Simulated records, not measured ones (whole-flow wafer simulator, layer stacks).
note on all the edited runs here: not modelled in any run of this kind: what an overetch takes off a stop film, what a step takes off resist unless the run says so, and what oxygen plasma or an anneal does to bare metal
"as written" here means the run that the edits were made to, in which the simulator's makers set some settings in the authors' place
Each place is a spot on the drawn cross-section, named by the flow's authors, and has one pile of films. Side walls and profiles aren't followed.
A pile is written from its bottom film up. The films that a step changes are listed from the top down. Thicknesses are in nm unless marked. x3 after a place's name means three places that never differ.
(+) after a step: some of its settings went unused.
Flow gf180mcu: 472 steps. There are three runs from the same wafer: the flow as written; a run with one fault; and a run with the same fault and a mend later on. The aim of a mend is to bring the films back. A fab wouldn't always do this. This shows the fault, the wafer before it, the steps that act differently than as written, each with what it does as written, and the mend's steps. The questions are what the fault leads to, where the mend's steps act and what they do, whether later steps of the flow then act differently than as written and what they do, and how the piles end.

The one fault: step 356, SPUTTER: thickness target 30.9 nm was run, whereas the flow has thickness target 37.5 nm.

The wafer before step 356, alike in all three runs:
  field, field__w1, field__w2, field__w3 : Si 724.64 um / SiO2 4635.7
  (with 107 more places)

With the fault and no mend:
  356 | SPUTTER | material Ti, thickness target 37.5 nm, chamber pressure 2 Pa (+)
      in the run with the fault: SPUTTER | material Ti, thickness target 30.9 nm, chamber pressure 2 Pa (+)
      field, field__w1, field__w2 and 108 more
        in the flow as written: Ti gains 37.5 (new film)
        in the run with the fault: Ti gains 30.9 (new film)
  Later steps of the flow acting differently than as written:
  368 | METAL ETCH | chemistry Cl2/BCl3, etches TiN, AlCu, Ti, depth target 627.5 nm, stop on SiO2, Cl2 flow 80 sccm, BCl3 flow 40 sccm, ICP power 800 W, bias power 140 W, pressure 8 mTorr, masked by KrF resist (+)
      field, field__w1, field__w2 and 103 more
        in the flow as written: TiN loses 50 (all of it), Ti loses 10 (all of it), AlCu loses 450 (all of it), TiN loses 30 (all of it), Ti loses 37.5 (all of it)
        in the run with the fault: TiN loses 50 (all of it), Ti loses 10 (all of it), AlCu loses 450 (all of it), TiN loses 30 (all of it), Ti loses 30.9 (all of it)
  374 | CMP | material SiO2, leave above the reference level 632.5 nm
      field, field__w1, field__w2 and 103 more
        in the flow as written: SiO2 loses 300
        in the run with the fault: SiO2 loses 306.6
  The piles end different from the flow's at field__w8, contact, m1, m1__w1, m1_nw by more than 2% or 0.5 nm, whichever is larger.
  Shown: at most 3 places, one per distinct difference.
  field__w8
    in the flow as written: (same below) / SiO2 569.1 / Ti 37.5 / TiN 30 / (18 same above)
    in the run with the fault: (same below) / SiO2 569.1 / Ti 30.9 / TiN 30 / (18 same above)
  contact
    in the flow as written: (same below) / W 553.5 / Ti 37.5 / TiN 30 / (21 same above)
    in the run with the fault: (same below) / W 553.5 / Ti 30.9 / TiN 30 / (21 same above)

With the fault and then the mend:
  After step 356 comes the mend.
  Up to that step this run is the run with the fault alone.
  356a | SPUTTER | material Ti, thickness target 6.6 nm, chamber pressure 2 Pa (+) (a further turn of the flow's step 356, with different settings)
      field, field__w1, field__w2 and 108 more
        Ti gains 6.6
  Every later step of the flow that is run acts as written at every place that is followed.
  At every place that both follow, the piles at the end match the flow's.
